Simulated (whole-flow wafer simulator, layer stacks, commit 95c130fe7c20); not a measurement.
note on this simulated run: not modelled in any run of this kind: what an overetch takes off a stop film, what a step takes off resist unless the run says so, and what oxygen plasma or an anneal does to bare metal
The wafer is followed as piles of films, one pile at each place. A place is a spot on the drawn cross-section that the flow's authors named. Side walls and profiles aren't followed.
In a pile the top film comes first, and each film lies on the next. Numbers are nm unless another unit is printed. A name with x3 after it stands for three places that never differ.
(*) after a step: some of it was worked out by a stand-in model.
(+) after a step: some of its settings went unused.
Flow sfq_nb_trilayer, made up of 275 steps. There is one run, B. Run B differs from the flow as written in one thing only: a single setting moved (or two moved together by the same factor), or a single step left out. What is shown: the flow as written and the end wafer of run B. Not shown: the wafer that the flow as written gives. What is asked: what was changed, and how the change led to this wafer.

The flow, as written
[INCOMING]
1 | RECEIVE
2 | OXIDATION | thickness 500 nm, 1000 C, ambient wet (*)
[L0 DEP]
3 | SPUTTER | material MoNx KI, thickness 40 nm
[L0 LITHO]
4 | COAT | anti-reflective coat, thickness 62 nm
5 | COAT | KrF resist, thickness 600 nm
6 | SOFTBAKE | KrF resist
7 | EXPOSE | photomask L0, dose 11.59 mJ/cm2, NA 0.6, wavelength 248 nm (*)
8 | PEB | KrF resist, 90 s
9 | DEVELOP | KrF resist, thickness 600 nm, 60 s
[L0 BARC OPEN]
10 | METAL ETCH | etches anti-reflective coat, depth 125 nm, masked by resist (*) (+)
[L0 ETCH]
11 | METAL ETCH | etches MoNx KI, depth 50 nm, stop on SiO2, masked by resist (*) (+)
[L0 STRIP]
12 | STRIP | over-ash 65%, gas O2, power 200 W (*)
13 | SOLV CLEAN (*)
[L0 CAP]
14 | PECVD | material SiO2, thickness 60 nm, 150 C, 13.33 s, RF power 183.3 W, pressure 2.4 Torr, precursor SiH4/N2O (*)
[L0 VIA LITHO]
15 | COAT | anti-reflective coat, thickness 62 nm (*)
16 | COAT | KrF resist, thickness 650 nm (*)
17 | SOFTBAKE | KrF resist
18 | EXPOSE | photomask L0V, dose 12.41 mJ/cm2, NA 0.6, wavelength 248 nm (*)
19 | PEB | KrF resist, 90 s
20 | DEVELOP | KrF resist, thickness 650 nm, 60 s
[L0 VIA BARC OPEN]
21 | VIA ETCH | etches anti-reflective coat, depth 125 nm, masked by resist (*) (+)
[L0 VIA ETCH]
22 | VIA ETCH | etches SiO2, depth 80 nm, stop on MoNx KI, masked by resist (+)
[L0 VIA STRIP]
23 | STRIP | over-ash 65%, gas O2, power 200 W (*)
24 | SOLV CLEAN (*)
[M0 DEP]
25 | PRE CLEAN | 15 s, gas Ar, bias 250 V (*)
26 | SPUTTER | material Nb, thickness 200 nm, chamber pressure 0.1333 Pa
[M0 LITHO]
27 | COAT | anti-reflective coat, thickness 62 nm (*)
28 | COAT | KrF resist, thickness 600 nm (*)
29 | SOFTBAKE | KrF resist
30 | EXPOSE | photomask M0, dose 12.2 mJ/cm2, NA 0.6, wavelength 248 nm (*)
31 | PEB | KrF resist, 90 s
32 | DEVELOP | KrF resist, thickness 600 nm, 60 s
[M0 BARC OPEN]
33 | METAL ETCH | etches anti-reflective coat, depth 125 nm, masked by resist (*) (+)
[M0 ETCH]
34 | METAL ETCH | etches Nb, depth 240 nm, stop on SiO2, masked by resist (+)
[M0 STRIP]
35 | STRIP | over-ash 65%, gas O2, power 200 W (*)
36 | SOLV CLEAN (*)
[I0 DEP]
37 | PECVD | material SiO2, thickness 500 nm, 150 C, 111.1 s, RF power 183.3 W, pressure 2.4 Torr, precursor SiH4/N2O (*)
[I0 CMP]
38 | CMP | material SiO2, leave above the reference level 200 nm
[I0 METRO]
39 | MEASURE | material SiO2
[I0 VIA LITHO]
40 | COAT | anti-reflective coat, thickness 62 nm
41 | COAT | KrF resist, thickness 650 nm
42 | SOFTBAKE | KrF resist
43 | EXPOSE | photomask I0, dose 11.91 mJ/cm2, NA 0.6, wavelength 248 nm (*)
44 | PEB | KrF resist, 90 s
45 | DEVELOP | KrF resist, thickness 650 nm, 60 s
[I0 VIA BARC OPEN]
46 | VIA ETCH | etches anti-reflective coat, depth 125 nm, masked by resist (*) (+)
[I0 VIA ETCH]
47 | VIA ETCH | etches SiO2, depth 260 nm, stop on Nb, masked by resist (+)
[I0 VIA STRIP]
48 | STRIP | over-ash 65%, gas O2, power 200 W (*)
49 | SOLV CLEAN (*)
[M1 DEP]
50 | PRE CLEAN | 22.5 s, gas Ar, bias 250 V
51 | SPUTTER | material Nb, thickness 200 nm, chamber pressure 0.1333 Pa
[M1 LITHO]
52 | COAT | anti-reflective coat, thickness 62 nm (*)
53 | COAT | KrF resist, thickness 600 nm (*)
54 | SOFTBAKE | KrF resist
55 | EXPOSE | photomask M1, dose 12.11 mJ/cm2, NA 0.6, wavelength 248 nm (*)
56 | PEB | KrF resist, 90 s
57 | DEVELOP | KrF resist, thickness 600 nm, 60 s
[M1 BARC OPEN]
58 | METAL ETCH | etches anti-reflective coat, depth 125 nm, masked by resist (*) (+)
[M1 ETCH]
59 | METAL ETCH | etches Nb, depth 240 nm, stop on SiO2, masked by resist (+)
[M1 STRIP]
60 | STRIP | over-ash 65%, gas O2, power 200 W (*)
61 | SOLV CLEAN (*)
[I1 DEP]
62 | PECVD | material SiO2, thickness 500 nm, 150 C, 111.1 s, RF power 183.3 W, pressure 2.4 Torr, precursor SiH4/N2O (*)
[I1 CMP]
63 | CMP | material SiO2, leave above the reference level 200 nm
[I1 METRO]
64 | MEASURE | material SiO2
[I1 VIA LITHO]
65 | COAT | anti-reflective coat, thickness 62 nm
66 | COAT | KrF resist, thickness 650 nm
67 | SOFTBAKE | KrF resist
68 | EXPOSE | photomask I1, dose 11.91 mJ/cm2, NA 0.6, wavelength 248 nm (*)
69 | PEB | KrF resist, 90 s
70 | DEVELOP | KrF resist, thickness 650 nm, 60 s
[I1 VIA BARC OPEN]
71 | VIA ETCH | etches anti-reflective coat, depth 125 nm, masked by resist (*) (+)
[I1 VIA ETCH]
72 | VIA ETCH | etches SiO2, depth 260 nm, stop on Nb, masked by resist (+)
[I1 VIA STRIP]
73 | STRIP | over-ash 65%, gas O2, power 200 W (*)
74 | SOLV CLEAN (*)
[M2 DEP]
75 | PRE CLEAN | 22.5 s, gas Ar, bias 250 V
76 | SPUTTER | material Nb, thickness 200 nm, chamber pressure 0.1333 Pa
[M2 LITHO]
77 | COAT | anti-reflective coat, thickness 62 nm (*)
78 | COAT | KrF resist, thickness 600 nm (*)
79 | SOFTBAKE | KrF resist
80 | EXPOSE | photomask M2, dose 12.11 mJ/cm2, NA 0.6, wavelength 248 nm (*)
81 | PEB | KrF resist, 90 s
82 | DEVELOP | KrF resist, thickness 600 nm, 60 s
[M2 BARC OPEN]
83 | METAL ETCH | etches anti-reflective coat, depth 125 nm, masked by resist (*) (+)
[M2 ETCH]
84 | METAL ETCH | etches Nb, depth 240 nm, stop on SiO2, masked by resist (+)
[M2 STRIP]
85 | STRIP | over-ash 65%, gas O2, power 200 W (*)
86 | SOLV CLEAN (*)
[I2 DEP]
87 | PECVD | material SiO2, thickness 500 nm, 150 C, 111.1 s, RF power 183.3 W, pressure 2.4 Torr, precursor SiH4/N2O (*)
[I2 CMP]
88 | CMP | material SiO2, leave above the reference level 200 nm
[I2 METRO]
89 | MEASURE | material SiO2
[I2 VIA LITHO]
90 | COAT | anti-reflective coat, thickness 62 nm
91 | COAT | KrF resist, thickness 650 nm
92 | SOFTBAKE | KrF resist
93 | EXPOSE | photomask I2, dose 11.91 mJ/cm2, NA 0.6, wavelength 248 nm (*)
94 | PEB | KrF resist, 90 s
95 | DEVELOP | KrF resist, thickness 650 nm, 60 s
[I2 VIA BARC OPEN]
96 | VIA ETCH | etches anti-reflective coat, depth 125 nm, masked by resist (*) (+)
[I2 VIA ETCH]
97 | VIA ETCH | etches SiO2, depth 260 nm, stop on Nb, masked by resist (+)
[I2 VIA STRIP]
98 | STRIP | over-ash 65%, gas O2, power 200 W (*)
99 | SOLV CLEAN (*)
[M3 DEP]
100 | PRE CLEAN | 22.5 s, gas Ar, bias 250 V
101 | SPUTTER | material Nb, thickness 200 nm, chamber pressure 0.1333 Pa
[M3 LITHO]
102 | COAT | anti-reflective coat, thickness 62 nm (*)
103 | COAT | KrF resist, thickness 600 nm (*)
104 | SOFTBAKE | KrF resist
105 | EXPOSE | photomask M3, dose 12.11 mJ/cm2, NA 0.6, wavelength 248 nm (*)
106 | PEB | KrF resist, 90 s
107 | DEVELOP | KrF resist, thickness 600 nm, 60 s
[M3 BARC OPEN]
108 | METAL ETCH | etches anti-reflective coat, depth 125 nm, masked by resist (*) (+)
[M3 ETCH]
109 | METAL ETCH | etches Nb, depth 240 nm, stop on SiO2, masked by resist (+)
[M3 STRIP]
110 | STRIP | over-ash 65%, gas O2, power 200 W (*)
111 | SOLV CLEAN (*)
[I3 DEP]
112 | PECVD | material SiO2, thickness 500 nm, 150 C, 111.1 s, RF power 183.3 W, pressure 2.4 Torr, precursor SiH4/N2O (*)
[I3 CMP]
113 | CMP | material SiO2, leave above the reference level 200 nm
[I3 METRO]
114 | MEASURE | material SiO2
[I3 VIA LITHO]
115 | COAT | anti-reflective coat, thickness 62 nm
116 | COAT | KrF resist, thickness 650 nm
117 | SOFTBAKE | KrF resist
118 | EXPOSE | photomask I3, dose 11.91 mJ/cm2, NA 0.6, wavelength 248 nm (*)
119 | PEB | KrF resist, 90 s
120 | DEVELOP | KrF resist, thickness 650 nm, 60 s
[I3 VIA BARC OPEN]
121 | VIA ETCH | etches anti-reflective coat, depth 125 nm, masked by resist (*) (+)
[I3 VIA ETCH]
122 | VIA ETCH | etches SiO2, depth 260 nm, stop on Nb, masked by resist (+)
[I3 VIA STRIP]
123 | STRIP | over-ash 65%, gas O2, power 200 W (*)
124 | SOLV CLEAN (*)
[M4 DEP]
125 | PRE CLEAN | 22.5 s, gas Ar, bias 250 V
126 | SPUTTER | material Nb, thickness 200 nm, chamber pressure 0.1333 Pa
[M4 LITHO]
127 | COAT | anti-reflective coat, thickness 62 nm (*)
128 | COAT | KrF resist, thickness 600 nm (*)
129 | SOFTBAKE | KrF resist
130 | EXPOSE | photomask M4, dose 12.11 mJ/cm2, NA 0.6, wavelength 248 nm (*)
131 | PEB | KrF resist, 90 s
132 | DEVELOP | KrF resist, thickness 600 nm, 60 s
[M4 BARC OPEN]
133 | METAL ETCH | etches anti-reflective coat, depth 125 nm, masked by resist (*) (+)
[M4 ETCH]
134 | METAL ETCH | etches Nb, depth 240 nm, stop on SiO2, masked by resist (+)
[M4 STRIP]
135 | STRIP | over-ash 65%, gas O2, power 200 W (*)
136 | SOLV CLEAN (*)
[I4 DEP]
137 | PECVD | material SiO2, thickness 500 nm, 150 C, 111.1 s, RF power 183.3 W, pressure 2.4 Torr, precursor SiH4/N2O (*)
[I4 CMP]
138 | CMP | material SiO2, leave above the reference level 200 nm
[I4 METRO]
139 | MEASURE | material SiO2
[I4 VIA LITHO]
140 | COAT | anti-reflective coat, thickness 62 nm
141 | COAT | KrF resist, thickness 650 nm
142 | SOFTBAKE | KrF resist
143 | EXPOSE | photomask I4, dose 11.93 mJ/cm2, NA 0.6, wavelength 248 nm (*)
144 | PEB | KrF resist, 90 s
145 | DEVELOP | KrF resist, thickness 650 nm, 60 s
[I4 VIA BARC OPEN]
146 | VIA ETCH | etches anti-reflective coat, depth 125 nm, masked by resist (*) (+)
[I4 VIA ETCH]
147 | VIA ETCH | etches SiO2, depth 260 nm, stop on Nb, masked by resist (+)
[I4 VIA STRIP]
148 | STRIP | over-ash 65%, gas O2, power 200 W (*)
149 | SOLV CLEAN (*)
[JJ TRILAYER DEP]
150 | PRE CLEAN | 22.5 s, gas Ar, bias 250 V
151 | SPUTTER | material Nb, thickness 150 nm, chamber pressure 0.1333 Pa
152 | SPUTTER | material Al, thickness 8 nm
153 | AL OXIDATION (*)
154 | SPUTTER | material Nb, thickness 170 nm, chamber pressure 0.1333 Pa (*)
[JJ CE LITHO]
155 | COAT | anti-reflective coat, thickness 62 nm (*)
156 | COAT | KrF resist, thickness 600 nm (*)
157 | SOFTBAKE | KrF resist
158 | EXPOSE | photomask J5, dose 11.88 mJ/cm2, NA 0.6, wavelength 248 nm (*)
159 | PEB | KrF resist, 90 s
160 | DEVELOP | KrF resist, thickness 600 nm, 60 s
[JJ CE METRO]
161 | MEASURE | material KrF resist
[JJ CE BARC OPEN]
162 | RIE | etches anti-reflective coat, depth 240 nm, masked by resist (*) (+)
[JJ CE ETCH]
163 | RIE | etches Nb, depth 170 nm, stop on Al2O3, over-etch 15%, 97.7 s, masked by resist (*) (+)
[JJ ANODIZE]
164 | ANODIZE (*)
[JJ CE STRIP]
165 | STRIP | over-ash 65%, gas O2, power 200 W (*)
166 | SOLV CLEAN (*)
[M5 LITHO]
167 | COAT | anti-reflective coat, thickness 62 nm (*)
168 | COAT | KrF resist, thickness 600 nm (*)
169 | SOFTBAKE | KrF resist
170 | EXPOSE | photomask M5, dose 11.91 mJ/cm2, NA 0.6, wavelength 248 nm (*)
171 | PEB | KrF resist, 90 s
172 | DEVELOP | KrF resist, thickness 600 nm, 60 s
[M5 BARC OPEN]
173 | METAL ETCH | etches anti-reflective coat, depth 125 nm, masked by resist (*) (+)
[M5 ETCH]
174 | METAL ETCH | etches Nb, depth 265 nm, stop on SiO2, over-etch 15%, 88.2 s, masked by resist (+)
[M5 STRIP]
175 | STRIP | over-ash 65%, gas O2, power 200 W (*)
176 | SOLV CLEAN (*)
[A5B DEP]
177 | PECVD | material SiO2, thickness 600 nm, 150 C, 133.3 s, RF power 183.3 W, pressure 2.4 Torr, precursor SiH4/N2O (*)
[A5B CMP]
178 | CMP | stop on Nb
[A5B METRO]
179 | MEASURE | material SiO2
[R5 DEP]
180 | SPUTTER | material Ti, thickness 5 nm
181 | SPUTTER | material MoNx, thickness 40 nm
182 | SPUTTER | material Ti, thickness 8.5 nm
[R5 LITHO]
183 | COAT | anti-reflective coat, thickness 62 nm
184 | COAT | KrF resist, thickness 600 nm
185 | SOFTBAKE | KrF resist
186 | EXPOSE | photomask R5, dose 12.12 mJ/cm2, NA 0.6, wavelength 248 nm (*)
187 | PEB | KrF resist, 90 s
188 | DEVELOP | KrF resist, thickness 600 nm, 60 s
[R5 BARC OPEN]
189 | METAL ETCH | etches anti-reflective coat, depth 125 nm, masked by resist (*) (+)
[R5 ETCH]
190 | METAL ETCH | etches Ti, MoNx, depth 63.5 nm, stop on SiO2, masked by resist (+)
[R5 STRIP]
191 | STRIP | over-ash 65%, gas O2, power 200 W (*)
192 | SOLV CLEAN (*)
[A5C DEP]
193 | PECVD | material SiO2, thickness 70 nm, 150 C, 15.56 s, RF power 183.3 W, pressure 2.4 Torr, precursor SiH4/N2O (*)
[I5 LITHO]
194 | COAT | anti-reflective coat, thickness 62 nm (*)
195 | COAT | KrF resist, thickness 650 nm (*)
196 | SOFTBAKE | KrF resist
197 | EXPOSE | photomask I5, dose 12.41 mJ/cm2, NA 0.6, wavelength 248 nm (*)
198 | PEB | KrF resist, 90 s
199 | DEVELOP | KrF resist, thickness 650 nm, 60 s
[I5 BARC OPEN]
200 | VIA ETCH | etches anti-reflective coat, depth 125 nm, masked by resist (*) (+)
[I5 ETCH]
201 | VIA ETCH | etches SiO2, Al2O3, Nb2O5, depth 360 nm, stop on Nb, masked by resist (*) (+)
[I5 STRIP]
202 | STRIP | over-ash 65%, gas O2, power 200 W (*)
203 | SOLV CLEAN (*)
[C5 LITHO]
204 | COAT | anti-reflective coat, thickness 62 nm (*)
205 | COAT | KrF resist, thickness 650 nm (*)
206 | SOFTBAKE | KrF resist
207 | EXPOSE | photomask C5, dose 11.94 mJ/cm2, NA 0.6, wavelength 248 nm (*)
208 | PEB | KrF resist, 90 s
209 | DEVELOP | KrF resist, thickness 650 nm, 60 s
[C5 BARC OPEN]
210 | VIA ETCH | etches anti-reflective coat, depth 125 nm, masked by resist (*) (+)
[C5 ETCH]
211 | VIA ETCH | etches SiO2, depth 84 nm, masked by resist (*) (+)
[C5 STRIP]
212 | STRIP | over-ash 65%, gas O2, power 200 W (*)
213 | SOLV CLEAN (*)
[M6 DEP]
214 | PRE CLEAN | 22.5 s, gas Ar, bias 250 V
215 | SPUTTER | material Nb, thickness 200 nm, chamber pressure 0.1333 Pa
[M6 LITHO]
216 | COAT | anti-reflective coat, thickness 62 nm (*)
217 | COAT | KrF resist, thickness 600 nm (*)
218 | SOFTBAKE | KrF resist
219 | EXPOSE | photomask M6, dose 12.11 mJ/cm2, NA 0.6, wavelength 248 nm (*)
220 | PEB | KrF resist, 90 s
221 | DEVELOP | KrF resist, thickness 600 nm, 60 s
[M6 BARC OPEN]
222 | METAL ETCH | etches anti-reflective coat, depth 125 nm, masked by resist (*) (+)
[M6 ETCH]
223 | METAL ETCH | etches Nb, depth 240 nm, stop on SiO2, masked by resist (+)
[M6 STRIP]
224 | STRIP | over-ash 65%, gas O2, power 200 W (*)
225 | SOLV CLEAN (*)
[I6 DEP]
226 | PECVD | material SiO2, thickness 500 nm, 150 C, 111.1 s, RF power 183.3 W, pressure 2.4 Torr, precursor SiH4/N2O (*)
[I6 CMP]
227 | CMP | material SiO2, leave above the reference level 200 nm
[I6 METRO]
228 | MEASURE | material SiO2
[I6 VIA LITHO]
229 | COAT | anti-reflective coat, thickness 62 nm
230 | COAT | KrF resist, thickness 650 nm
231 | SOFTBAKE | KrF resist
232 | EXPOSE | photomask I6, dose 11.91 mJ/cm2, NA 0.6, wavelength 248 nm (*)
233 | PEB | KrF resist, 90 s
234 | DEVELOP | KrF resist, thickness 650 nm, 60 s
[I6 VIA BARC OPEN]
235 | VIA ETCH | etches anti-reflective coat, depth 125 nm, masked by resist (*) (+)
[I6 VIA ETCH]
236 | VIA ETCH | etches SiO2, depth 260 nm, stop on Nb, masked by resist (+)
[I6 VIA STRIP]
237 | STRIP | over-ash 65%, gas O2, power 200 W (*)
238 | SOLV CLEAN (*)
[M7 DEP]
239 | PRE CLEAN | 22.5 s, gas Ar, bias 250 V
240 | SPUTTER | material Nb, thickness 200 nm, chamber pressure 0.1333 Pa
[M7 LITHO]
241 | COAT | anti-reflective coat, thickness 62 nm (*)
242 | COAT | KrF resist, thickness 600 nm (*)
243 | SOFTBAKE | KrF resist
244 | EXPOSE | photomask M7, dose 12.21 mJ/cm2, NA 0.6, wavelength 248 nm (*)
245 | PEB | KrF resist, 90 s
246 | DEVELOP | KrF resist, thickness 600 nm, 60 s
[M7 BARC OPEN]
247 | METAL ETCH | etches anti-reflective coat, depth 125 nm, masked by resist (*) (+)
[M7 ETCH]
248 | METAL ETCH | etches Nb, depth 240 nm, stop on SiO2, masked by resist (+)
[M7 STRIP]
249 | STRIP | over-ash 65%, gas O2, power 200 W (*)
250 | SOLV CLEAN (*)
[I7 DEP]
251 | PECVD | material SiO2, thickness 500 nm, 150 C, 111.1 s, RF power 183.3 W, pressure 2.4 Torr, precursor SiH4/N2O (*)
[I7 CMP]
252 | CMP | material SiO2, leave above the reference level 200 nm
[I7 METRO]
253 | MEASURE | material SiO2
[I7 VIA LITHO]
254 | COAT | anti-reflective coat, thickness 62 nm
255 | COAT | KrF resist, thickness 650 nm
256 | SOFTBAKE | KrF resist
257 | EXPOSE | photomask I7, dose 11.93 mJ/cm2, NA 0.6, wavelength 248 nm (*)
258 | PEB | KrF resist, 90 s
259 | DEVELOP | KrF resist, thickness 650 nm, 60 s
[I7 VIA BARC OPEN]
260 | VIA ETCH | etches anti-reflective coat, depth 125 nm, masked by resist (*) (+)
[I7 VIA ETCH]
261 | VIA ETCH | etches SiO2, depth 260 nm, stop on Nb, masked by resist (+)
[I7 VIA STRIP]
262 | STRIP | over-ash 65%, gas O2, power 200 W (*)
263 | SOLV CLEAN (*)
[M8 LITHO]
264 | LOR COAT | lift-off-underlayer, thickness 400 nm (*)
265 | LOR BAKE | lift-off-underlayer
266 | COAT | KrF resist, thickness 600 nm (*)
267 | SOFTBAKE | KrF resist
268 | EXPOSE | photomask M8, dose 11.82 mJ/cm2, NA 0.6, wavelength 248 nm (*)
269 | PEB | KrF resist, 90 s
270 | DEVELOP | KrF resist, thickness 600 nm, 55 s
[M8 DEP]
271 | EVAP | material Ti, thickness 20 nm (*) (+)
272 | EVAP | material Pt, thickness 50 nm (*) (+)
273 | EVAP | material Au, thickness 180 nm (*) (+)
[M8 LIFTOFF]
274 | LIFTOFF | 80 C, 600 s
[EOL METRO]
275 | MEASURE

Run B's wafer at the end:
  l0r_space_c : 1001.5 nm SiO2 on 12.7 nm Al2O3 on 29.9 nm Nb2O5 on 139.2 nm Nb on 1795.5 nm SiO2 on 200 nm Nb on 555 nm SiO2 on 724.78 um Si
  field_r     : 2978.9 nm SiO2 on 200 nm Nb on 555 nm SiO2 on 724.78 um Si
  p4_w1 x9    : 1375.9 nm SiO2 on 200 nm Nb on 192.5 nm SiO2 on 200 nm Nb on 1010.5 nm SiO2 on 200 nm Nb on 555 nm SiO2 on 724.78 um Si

Cause: step 76, SPUTTER: thickness 233 nm was run, while the flow as written has thickness 200 nm.

The path from the change to this, step by step:
  76 | SPUTTER | material Nb, thickness 200 nm, chamber pressure 0.1333 Pa
      field_l, v_sur, via_wl and 102 more: +233 Nb (new film) (it would be, as written: +200 Nb (new film))
      via_v: +203.7 Nb (it would be, as written: +174.5 Nb)
  84 | METAL ETCH | etches Nb, depth 240 nm, stop on SiO2, masked by resist (+)
      field_l, be, be_sur and 81 more: -233 Nb (all of it) (it would be, as written: -200 Nb (all of it))
  87 | PECVD | material SiO2, thickness 500 nm, 150 C, 111.1 s, RF power 183.3 W, pressure 2.4 Torr, precursor SiH4/N2O (*)
      via_v: +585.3 SiO2 (new film) (it would be, as written: +606 SiO2 (new film))
  88 | CMP | material SiO2, leave above the reference level 200 nm
      field_l, be, be_sur and 81 more: -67 SiO2 (it would be, as written: -100 SiO2)
      via_v: -157.1 SiO2 (it would be, as written: -181.6 SiO2)
